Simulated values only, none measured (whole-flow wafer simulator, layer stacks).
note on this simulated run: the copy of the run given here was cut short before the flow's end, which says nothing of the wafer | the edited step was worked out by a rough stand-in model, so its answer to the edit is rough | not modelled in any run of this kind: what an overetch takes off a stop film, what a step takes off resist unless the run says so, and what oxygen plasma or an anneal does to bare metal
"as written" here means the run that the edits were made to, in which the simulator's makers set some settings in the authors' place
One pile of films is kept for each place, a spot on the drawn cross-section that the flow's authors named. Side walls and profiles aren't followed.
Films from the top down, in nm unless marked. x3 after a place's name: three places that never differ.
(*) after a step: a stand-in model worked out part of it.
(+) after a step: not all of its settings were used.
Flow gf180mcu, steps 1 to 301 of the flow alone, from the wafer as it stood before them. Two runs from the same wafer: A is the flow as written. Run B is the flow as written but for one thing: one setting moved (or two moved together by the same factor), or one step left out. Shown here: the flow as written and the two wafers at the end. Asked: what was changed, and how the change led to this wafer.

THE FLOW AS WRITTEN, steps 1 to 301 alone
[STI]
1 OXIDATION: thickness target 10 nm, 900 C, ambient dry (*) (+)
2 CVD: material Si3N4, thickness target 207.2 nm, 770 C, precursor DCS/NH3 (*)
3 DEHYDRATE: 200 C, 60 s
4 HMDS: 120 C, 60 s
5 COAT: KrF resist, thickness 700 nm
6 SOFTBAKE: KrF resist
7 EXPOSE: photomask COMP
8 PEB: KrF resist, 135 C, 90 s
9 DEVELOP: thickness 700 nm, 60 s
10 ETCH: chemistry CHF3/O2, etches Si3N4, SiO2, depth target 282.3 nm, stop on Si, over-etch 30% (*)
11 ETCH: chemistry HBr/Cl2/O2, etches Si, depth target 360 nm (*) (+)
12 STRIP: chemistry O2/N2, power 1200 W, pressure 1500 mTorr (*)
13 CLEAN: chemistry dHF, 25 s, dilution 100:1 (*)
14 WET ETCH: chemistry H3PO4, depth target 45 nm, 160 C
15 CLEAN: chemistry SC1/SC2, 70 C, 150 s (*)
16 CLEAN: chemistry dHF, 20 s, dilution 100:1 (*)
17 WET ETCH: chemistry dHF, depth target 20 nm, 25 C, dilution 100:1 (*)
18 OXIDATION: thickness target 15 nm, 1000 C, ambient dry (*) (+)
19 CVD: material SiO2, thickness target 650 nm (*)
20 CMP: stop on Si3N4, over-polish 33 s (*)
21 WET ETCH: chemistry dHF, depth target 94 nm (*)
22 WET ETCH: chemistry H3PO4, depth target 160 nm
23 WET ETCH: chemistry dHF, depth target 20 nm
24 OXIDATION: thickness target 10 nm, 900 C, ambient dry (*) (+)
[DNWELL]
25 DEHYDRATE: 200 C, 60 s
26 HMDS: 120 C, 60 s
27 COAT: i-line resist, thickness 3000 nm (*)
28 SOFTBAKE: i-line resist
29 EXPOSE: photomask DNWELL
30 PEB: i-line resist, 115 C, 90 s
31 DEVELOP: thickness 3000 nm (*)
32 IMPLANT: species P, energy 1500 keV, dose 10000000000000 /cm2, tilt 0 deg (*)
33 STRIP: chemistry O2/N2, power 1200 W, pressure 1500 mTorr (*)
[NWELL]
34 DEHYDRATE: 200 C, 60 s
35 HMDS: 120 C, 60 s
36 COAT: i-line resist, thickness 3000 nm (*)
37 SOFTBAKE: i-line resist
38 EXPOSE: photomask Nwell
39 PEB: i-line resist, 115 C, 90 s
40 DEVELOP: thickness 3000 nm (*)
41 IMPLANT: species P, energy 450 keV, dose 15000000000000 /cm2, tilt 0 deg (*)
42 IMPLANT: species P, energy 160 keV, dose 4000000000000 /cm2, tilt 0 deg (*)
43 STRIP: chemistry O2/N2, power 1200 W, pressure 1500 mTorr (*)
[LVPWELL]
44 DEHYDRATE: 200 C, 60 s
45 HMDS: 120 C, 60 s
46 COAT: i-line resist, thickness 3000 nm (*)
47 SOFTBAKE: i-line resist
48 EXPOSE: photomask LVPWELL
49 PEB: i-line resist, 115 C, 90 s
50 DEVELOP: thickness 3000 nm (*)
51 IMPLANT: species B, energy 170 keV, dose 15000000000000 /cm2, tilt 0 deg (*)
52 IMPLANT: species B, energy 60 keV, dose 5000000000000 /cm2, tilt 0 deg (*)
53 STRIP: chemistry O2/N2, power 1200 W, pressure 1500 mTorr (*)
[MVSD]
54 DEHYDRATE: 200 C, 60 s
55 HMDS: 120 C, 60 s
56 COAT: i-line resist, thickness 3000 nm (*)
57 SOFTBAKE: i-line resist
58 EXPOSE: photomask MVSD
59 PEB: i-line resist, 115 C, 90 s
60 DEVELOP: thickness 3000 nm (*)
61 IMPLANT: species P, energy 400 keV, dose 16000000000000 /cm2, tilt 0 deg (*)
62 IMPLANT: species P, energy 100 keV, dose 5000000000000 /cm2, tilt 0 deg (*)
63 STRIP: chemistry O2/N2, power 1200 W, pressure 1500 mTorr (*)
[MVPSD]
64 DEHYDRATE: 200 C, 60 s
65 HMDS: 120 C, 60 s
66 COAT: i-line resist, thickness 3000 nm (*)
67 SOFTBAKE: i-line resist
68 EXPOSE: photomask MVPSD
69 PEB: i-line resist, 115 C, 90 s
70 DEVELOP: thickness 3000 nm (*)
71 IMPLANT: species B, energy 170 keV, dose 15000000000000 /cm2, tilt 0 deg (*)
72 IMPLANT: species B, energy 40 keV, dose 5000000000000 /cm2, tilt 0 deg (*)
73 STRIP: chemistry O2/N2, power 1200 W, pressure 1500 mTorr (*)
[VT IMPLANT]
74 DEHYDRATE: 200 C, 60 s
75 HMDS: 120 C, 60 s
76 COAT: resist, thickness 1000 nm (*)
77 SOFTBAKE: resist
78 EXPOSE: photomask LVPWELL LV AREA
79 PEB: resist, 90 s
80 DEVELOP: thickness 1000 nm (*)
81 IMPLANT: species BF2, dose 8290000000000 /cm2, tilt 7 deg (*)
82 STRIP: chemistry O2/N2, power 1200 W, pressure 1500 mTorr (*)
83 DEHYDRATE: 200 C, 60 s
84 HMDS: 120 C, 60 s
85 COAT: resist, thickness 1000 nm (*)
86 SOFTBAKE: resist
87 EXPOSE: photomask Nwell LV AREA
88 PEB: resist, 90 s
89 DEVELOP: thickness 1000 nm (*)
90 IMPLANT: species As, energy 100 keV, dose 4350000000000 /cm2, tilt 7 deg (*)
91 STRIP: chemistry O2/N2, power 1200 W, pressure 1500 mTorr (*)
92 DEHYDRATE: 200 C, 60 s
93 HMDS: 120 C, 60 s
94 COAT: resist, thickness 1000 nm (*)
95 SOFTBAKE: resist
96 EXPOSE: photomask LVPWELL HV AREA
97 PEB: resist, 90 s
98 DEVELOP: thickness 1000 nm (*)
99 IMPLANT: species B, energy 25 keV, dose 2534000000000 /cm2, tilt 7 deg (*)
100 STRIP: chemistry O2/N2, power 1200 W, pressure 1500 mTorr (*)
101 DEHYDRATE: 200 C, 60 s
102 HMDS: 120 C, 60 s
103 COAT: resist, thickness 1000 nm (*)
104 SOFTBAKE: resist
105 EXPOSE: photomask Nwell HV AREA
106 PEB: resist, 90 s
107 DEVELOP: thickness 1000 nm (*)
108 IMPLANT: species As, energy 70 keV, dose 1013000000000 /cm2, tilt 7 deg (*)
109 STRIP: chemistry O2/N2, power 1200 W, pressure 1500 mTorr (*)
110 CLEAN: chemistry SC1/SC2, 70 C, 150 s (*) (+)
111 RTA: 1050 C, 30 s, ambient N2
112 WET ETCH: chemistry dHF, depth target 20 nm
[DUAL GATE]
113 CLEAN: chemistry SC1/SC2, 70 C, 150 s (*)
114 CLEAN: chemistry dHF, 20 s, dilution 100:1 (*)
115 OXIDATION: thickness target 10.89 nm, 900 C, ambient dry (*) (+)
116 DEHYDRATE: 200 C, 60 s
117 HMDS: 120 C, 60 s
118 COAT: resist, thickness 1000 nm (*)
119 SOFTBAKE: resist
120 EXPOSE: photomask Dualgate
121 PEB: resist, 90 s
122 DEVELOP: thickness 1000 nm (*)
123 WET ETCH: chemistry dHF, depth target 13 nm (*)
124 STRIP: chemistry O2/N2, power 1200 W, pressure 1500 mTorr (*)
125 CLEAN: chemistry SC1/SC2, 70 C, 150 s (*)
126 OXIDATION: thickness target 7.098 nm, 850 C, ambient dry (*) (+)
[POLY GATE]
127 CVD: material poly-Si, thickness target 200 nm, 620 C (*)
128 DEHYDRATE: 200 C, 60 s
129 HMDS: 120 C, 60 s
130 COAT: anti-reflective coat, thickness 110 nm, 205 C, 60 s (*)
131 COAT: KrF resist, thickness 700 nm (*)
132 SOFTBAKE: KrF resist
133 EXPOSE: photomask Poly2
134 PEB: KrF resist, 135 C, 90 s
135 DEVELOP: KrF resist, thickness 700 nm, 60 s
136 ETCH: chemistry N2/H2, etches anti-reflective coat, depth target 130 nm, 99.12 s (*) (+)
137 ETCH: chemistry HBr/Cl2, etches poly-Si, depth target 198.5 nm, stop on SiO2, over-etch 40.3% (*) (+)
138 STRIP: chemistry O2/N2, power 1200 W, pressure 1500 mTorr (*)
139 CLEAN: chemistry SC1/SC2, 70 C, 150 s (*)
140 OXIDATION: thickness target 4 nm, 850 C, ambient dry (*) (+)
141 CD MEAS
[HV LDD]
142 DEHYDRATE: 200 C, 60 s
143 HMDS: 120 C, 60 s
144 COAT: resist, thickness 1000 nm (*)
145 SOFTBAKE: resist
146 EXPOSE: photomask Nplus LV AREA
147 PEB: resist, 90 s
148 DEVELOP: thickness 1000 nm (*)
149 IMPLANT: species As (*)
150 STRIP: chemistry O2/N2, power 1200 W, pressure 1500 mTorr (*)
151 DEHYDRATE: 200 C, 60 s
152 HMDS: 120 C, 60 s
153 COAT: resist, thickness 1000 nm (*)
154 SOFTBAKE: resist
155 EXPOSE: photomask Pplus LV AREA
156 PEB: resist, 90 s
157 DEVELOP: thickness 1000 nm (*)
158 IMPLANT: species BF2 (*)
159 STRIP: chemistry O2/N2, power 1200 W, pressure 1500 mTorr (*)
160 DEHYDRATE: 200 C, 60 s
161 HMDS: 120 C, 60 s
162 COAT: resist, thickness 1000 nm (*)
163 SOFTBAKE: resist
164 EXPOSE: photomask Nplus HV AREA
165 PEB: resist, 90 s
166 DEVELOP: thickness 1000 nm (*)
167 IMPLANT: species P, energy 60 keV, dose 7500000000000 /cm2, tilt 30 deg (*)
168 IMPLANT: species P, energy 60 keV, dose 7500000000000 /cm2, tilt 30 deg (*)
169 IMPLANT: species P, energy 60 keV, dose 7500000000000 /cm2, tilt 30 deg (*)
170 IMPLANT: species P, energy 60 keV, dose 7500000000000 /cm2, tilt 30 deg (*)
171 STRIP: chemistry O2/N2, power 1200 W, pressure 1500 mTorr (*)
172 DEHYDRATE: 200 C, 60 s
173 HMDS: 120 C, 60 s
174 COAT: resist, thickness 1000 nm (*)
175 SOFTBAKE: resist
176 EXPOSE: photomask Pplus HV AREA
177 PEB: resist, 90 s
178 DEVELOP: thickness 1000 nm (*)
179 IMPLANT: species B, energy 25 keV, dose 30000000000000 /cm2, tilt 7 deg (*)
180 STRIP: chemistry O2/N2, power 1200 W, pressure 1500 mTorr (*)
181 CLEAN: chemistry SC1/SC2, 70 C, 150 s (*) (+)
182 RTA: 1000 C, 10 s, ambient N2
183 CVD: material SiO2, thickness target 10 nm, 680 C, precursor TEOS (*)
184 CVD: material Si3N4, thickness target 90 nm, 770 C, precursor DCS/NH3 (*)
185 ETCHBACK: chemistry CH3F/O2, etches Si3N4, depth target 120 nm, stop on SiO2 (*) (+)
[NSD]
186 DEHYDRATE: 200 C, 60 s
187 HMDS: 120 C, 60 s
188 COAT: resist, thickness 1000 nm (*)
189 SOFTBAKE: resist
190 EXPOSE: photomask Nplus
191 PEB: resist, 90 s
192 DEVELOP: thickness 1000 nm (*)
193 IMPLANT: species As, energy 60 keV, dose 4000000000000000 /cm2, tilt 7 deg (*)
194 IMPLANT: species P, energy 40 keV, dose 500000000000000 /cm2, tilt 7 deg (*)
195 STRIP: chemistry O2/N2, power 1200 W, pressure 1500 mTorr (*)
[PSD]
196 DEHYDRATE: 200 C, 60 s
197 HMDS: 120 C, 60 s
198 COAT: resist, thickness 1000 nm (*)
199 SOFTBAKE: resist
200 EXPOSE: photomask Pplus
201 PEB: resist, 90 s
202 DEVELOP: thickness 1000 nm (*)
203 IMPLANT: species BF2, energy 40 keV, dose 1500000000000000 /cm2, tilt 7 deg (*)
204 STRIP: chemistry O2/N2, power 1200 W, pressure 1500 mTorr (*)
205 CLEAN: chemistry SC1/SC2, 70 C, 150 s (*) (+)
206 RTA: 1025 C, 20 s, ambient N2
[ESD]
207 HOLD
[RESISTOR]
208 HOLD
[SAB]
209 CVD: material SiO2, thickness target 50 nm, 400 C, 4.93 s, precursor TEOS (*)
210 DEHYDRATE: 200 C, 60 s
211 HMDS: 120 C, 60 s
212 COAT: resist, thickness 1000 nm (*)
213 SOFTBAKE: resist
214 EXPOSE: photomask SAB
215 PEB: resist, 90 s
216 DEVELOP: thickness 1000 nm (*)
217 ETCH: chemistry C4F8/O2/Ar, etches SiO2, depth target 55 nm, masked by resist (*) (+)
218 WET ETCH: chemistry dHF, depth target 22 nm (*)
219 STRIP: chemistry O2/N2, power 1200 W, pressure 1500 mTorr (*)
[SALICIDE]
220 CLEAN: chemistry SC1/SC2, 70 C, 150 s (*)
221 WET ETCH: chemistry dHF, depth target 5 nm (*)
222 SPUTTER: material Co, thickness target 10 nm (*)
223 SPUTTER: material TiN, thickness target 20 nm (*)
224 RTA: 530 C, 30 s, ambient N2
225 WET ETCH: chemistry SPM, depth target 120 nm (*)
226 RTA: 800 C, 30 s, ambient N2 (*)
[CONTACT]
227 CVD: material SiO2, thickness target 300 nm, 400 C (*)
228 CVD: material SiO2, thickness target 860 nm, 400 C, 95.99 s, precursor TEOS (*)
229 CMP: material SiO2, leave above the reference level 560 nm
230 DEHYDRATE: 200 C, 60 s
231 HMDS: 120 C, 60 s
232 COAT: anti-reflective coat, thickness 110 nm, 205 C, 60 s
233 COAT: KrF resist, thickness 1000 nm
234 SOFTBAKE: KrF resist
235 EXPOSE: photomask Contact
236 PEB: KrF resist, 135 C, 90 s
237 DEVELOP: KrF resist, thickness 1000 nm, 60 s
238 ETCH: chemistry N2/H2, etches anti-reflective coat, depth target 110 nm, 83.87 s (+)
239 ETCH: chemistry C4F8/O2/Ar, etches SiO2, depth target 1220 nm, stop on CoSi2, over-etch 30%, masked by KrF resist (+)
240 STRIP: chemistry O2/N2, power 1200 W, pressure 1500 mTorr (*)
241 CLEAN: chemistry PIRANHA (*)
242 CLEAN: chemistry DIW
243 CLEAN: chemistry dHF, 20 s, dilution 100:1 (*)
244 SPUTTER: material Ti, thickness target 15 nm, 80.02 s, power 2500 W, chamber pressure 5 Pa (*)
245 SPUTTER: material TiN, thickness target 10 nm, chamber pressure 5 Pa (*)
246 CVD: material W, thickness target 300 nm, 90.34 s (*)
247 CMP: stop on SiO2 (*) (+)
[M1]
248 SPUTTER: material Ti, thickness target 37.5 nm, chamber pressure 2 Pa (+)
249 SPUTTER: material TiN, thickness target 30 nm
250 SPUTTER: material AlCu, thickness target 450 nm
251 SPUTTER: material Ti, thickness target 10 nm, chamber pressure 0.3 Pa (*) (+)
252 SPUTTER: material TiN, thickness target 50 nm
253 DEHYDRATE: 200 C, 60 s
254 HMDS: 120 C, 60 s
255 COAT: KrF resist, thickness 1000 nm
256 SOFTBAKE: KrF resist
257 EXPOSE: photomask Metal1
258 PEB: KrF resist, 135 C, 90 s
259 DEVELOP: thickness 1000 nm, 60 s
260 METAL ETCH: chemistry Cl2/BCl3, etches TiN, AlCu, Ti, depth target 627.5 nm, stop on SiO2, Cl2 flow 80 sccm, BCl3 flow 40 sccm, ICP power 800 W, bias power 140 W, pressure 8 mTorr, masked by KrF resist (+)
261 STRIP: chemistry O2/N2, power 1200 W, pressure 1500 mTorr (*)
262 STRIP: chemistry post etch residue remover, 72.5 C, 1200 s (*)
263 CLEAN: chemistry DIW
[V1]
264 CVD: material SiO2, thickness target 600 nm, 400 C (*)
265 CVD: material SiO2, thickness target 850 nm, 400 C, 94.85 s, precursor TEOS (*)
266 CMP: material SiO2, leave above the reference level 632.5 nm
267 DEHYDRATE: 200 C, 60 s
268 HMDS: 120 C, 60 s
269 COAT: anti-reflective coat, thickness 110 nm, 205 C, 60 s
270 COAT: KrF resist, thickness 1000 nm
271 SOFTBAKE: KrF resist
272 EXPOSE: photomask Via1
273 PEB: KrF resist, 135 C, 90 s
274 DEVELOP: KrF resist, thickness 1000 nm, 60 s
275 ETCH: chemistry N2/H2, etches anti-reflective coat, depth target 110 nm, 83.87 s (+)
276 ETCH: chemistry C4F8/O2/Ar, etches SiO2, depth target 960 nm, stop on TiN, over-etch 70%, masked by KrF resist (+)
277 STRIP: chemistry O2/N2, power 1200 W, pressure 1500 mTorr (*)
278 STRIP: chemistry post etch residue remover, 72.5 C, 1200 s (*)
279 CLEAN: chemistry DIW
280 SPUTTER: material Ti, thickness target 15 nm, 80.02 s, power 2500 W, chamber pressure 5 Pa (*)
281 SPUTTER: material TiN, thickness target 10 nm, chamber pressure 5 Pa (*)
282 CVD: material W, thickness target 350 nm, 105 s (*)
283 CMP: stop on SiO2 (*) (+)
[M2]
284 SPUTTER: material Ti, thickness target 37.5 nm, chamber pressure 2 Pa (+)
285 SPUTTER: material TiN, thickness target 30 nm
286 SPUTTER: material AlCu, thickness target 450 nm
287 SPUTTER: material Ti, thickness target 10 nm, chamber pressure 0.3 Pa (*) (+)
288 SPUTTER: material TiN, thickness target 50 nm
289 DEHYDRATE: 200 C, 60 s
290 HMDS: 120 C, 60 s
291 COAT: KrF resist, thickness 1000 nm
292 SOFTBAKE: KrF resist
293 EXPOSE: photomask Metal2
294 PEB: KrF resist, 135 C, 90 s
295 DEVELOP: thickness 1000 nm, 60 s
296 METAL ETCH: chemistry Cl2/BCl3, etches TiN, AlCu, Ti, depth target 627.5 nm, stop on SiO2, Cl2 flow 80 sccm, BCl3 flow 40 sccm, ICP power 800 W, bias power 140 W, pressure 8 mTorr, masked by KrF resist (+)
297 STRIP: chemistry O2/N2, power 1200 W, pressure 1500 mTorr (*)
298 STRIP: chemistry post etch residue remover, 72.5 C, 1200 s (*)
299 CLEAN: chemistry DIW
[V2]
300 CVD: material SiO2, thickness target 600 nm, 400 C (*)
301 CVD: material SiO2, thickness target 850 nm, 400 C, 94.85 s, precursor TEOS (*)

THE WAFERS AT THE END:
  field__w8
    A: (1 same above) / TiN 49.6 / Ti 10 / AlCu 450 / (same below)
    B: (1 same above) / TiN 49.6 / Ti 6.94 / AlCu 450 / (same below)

The cause: step 287, SPUTTER: thickness target 6.94 nm was run, where the flow has thickness target 10 nm.
It can be read off the wafer: field__w8 has Ti 6.94, and step 287 as written asks for 10 nm.

How the change led to this, step by step:
  287 SPUTTER: material Ti, thickness target 10 nm, chamber pressure 0.3 Pa (*) (+)
      field, field__w1, field__w2 and 108 more: A Ti +10 (new film) | B Ti +6.94 (new film)
  296 METAL ETCH: chemistry Cl2/BCl3, etches TiN, AlCu, Ti, depth target 627.5 nm, stop on SiO2, Cl2 flow 80 sccm, BCl3 flow 40 sccm, ICP power 800 W, bias power 140 W, pressure 8 mTorr, masked by KrF resist (+)
      field, field__w1, field__w2 and 103 more: A TiN -50 (all of it), Ti -10 (all of it), AlCu -450 (all of it), TiN -30 (all of it), Ti -37.5 (all of it) | B TiN -50 (all of it), Ti -6.94 (all of it), AlCu -450 (all of it), TiN -30 (all of it), Ti -37.5 (all of it)
